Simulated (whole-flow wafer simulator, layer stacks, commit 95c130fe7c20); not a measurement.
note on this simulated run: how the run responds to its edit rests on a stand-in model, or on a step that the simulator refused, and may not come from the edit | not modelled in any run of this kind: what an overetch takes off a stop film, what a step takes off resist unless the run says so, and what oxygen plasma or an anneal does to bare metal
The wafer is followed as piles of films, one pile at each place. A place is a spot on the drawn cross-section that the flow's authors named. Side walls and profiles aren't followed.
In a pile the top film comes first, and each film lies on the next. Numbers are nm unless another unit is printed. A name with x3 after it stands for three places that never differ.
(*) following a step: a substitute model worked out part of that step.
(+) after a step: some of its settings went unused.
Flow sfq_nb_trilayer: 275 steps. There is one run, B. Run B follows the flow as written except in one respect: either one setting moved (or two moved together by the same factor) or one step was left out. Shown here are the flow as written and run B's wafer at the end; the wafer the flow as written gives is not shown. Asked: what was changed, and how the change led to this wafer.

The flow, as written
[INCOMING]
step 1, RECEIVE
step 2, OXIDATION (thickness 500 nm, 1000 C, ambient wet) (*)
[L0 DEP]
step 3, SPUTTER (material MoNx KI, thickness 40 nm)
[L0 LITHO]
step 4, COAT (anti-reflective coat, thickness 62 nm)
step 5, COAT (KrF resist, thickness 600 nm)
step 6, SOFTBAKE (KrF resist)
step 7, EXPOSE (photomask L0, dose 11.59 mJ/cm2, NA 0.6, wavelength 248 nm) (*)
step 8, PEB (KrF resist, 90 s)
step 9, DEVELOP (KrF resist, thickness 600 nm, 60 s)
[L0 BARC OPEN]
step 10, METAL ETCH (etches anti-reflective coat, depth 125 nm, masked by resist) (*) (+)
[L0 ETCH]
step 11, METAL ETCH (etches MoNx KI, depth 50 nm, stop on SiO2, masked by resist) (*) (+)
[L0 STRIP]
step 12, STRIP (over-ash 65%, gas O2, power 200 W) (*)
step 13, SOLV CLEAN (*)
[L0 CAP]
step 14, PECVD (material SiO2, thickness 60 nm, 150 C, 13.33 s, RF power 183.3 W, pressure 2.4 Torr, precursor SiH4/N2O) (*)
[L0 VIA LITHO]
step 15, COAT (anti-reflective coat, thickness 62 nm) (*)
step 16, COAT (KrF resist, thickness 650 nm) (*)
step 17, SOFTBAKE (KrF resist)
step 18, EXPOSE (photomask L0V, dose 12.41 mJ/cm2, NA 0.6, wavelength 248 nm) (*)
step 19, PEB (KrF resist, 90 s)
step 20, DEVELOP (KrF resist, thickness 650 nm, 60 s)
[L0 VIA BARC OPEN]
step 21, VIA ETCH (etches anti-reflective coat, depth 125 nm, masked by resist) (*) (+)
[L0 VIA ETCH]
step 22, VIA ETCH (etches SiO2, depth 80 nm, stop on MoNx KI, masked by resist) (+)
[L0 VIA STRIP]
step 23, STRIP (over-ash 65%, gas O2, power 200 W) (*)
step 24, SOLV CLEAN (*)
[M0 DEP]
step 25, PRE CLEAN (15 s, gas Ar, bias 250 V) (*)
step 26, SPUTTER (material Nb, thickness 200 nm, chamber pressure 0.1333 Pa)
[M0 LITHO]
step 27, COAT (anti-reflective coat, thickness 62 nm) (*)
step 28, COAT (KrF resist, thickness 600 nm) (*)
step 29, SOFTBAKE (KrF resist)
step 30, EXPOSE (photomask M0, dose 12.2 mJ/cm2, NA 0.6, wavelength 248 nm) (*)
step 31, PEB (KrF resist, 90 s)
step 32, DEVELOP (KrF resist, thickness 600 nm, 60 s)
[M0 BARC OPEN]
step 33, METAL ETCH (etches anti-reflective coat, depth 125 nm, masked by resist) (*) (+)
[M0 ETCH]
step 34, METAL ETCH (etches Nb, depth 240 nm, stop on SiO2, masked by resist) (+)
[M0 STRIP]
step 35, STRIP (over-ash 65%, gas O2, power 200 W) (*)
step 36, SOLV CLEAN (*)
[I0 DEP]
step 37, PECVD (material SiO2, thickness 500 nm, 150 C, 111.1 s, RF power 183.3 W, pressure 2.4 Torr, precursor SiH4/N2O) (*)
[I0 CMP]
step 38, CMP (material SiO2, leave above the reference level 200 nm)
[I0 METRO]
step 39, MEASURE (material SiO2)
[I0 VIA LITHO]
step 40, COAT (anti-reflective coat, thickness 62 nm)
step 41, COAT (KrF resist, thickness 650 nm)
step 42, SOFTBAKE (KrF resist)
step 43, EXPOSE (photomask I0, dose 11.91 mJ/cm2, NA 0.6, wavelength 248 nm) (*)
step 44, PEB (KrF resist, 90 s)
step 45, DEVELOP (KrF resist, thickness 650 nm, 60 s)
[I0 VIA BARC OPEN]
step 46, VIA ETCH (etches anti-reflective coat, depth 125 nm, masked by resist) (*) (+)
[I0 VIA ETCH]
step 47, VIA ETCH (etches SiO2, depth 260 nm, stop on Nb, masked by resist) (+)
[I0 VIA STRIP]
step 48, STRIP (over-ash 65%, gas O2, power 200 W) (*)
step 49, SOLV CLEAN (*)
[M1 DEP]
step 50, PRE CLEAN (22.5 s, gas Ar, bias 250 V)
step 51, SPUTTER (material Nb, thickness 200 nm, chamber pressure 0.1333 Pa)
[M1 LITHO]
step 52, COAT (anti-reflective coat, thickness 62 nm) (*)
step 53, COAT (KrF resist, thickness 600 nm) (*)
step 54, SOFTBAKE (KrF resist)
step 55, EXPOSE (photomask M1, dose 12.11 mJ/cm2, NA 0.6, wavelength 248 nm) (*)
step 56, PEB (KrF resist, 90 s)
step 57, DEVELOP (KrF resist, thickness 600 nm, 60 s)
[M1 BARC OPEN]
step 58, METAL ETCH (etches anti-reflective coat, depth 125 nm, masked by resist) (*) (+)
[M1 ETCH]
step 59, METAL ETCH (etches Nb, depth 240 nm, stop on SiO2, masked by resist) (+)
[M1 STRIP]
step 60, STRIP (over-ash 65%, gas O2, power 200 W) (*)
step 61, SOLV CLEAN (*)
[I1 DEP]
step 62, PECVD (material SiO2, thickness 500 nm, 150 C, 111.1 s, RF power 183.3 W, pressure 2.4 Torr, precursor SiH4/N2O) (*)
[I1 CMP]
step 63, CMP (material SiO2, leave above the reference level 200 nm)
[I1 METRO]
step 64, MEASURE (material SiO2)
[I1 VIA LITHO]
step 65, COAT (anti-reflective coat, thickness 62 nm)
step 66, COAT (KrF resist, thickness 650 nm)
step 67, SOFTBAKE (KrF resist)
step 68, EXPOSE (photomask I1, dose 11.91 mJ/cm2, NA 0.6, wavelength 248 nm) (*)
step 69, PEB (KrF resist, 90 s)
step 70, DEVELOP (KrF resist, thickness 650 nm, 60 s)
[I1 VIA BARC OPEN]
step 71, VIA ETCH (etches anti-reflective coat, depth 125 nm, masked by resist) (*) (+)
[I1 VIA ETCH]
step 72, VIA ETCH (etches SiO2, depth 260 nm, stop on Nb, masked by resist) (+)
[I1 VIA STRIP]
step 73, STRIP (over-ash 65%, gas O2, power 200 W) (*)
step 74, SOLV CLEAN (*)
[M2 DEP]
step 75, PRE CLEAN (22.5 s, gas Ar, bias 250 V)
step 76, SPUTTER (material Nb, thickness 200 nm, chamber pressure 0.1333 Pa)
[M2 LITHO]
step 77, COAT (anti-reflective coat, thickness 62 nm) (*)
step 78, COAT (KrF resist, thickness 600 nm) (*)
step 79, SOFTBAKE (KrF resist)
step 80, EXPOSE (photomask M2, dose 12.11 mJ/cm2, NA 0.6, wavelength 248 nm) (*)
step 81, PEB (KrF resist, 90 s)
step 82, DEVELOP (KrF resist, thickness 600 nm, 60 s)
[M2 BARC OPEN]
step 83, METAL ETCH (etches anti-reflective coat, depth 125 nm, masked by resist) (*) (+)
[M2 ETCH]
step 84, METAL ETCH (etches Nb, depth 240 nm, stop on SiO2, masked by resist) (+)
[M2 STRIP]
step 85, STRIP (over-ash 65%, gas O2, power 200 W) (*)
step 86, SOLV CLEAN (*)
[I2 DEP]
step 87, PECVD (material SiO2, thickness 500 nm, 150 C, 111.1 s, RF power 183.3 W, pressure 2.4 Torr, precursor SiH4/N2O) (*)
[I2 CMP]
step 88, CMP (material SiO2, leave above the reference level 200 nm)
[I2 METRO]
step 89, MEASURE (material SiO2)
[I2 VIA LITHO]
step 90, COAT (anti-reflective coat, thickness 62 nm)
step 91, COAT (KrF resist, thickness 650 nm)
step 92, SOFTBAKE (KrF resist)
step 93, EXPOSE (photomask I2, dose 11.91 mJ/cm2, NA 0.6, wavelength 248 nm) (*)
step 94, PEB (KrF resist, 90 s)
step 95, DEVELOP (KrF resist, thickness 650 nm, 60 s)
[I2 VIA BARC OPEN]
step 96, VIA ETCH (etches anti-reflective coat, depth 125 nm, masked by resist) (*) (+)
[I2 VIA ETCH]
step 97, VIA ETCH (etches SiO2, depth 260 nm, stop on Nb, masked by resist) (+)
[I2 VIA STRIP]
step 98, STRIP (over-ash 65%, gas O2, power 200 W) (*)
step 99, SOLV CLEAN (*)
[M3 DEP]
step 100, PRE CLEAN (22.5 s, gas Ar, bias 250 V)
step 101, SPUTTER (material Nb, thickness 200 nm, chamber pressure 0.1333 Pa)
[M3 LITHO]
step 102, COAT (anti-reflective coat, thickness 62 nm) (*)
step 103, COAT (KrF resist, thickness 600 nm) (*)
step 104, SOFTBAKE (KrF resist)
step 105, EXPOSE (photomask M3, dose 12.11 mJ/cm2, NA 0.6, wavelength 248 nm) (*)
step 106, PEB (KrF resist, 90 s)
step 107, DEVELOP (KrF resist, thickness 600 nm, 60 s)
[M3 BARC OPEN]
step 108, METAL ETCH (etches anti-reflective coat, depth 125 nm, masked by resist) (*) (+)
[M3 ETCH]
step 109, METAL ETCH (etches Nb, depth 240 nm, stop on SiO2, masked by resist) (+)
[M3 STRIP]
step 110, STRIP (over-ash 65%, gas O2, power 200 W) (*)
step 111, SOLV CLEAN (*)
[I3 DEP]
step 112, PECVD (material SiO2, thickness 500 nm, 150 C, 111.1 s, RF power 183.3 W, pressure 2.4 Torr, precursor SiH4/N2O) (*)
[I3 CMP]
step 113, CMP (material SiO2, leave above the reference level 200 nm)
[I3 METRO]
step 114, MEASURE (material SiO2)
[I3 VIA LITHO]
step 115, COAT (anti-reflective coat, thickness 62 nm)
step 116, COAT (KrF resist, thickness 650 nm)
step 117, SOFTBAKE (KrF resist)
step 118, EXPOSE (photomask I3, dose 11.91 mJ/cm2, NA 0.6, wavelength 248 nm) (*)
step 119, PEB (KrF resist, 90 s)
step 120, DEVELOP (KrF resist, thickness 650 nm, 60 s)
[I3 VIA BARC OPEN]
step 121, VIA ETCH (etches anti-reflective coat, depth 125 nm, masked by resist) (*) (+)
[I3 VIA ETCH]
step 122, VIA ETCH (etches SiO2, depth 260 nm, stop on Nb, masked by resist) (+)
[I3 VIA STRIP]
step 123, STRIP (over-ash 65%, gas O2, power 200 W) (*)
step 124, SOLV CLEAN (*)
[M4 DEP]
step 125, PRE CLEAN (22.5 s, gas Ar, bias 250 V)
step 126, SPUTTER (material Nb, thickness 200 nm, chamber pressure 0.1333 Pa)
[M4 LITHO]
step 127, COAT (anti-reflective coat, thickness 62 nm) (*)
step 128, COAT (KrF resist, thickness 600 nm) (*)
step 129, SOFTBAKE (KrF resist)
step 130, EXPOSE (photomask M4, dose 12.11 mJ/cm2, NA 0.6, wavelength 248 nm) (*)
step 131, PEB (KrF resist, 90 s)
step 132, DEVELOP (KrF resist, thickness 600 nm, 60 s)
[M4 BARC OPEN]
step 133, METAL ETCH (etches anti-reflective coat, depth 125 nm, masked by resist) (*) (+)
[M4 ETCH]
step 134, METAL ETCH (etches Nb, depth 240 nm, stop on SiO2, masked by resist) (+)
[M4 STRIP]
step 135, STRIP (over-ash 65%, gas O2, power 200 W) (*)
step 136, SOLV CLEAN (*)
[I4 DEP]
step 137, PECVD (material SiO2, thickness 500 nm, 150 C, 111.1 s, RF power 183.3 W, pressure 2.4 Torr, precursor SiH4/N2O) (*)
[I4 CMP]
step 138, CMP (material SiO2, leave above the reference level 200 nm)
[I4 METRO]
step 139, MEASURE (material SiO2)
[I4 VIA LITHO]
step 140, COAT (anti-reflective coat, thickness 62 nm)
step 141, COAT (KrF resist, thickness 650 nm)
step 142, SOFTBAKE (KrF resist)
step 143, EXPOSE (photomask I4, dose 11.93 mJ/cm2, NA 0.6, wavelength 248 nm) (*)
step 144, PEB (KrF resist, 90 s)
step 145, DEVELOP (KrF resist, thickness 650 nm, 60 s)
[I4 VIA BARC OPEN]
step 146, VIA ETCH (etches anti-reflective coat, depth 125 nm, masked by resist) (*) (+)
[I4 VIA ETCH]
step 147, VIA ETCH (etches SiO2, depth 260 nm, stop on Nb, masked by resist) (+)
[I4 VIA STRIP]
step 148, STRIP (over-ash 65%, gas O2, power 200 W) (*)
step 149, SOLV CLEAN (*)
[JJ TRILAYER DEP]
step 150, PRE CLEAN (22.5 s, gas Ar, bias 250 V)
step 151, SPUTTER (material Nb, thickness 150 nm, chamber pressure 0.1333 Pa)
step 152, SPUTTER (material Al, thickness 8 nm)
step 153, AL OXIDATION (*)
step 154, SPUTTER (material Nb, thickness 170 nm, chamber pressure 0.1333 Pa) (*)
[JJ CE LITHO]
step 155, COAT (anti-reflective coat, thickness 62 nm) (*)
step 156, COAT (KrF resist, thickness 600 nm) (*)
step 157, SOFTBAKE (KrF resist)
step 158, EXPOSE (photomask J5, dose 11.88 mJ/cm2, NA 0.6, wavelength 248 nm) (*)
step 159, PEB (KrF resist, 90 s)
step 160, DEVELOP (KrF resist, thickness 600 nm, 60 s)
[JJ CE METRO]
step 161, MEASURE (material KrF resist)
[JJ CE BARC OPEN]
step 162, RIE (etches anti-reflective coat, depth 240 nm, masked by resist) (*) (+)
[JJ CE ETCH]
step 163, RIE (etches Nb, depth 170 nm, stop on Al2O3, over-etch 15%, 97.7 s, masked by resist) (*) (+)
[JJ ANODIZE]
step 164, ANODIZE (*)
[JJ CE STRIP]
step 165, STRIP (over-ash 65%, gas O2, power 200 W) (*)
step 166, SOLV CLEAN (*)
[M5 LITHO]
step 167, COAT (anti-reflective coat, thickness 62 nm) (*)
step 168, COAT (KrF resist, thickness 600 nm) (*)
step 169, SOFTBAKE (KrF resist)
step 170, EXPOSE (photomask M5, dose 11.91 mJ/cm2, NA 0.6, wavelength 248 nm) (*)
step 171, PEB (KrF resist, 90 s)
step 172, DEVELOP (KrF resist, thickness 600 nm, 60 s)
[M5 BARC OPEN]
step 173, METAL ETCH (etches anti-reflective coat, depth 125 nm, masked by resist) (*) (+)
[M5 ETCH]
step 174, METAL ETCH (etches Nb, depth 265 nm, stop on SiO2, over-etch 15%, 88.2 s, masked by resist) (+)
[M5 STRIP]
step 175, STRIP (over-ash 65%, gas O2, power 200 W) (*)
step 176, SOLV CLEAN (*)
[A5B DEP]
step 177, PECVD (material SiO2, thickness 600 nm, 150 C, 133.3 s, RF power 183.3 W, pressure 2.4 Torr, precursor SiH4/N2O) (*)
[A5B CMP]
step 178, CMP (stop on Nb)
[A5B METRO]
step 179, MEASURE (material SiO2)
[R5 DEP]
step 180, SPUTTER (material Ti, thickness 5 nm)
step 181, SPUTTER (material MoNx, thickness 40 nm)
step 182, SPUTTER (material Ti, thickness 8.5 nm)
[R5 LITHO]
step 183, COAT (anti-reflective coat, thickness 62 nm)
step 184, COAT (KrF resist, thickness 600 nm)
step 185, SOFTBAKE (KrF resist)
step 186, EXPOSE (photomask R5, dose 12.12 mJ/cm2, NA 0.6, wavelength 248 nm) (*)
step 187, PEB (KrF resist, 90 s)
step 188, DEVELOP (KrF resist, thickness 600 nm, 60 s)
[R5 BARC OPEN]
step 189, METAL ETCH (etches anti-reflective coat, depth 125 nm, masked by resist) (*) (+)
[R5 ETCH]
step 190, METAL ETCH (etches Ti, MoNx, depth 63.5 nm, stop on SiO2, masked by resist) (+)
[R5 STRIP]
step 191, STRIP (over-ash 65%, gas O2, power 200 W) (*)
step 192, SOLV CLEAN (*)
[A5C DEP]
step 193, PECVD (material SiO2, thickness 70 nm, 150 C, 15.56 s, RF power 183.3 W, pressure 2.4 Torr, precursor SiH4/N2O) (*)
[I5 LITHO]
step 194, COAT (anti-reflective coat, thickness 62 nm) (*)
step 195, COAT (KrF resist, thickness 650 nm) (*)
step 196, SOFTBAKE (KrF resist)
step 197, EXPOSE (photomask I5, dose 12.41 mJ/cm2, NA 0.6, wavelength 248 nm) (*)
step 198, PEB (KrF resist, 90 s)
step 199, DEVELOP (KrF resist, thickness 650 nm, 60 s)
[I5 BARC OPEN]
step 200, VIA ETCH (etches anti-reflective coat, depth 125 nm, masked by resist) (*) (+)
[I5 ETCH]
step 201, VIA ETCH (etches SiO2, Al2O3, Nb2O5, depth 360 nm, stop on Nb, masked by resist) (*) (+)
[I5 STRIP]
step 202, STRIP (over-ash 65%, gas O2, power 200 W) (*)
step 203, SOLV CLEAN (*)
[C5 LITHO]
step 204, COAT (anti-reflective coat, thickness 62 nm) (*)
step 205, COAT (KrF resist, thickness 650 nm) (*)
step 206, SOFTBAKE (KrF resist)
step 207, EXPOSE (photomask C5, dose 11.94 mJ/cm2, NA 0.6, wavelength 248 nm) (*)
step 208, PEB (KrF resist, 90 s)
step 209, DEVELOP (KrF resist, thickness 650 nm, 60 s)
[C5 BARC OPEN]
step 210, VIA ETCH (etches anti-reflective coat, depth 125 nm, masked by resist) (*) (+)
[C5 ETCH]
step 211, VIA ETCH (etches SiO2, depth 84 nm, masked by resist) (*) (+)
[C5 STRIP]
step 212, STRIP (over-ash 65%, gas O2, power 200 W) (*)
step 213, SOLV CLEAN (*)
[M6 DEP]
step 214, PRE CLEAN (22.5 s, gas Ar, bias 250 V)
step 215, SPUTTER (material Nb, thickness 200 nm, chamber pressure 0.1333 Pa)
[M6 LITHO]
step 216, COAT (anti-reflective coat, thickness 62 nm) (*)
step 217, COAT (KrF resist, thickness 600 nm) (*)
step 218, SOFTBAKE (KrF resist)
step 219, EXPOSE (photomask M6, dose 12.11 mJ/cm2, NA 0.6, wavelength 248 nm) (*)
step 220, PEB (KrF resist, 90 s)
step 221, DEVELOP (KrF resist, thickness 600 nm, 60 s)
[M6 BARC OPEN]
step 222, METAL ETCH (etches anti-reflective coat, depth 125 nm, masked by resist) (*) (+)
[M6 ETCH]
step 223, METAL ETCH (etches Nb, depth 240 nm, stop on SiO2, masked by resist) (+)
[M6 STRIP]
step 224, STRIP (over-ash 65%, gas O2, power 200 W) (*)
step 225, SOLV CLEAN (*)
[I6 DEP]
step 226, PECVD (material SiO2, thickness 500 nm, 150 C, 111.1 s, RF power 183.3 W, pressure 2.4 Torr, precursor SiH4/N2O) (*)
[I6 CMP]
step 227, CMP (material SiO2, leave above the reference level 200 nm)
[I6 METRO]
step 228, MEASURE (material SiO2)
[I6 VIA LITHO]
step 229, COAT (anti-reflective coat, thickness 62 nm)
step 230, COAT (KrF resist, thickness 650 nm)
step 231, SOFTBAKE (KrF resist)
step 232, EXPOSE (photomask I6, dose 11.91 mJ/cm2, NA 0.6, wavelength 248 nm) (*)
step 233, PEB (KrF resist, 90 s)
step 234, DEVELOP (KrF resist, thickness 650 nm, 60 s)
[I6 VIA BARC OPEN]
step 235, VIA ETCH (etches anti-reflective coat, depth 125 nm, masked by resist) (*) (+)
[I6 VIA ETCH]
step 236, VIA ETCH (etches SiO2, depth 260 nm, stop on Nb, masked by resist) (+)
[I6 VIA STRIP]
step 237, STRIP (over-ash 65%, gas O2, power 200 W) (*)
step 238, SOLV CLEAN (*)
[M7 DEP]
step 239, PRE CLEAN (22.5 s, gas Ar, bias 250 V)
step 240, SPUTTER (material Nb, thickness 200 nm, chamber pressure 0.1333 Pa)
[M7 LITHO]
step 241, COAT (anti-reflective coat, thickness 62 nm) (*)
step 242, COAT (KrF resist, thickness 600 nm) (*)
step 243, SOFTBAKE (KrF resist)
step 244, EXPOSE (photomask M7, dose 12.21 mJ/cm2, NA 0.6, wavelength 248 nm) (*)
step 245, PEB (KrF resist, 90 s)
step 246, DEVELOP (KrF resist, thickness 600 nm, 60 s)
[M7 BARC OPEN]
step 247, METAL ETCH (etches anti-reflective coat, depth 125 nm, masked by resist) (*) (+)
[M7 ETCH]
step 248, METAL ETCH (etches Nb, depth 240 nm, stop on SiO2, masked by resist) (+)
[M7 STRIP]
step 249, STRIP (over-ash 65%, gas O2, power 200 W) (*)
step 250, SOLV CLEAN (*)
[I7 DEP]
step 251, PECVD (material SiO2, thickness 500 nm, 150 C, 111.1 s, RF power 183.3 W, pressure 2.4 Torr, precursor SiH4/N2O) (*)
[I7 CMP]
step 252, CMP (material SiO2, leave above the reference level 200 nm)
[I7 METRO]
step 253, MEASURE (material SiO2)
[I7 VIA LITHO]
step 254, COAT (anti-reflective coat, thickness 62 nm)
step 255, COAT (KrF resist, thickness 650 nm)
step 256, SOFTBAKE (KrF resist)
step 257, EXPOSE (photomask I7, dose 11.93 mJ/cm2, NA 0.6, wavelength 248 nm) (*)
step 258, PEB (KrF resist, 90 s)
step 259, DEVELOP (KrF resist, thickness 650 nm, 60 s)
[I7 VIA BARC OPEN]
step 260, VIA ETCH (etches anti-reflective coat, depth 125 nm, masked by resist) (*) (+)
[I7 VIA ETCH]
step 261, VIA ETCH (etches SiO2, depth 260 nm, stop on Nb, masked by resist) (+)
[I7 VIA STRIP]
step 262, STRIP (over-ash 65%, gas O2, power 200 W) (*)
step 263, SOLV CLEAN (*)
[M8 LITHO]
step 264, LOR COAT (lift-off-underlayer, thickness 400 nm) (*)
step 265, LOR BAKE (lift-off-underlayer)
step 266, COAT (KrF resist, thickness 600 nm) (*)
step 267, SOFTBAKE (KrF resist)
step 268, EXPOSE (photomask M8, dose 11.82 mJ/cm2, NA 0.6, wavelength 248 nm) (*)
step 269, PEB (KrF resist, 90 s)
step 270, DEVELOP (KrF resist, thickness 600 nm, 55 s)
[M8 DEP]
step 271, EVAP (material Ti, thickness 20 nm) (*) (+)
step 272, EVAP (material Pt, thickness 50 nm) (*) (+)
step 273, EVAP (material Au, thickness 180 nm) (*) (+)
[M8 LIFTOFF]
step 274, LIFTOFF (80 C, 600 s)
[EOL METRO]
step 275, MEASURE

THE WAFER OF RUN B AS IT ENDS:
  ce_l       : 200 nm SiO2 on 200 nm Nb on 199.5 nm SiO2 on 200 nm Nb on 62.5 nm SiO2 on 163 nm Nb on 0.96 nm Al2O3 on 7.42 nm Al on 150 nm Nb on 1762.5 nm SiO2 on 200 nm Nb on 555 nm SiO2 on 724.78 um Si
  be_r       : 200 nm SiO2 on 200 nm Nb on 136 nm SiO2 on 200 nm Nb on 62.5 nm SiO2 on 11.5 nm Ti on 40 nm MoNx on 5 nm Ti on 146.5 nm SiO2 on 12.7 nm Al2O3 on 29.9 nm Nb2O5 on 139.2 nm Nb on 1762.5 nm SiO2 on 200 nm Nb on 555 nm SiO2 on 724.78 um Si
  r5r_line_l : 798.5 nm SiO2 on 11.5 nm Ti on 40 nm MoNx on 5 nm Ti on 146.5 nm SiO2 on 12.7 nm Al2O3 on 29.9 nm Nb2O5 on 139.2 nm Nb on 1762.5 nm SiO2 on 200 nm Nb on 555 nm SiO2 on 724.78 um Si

The reason: step 182, SPUTTER: thickness 11.5 nm was run, while the flow as written has thickness 8.5 nm.
The wafer itself shows it: be_r has Ti 11.5, and step 182 as written asks for 8.5 nm.

How this came from the change, step by step:
  step 182, SPUTTER (material Ti, thickness 8.5 nm)
      field_l, v_sur, via_wl and 103 more: +11.5 Ti (new film) (it would be, as written: +8.5 Ti (new film))
  step 190, METAL ETCH (etches Ti, MoNx, depth 63.5 nm, stop on SiO2, masked by resist) (+)
      field_l, v_sur, via_wl and 92 more: -11.5 Ti (all of it), -40 MoNx (all of it), -5 Ti (all of it) (it would be, as written: -8.5 Ti (all of it), -40 MoNx (all of it), -5 Ti (all of it))
      ce_l, c5j, ce_r, wl_jj: -11.5 Ti (all of it), -40 MoNx (all of it), -5 Ti (all of it), -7 Nb (it would be, as written: -8.5 Ti (all of it), -40 MoNx (all of it), -5 Ti (all of it), -10 Nb)
  step 194, COAT (anti-reflective coat, thickness 62 nm) (*)
      ce_l: +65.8 anti-reflective coat (new film) (it would be, as written: +67.2 anti-reflective coat (new film))
      ce_r: +66.7 anti-reflective coat (new film) (it would be, as written: +68.1 anti-reflective coat (new film))
  step 202, STRIP (over-ash 65%, gas O2, power 200 W) (*)
      ce_l: -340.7 KrF resist (all of it), -65.8 anti-reflective coat (all of it) (it would be, as written: -341.5 KrF resist (all of it), -67.2 anti-reflective coat (all of it))
      ce_r: -345.6 KrF resist (all of it), -66.7 anti-reflective coat (all of it) (it would be, as written: -346.1 KrF resist (all of it), -68.1 anti-reflective coat (all of it))
  step 204, COAT (anti-reflective coat, thickness 62 nm) (*)
      ce_r: +65.7 anti-reflective coat (new film) (it would be, as written: +67.2 anti-reflective coat (new film))
  step 212, STRIP (over-ash 65%, gas O2, power 200 W) (*)
      ce_r: -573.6 KrF resist (all of it), -65.7 anti-reflective coat (all of it) (it would be, as written: -573.7 KrF resist (all of it), -67.2 anti-reflective coat (all of it))
  step 216, COAT (anti-reflective coat, thickness 62 nm) (*)
      sp_r: +67.4 anti-reflective coat (new film) (it would be, as written: +65.9 anti-reflective coat (new film))
  step 224, STRIP (over-ash 65%, gas O2, power 200 W) (*)
      sp_r: -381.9 KrF resist (all of it), -67.4 anti-reflective coat (all of it) (it would be, as written: -382 KrF resist (all of it), -65.9 anti-reflective coat (all of it))
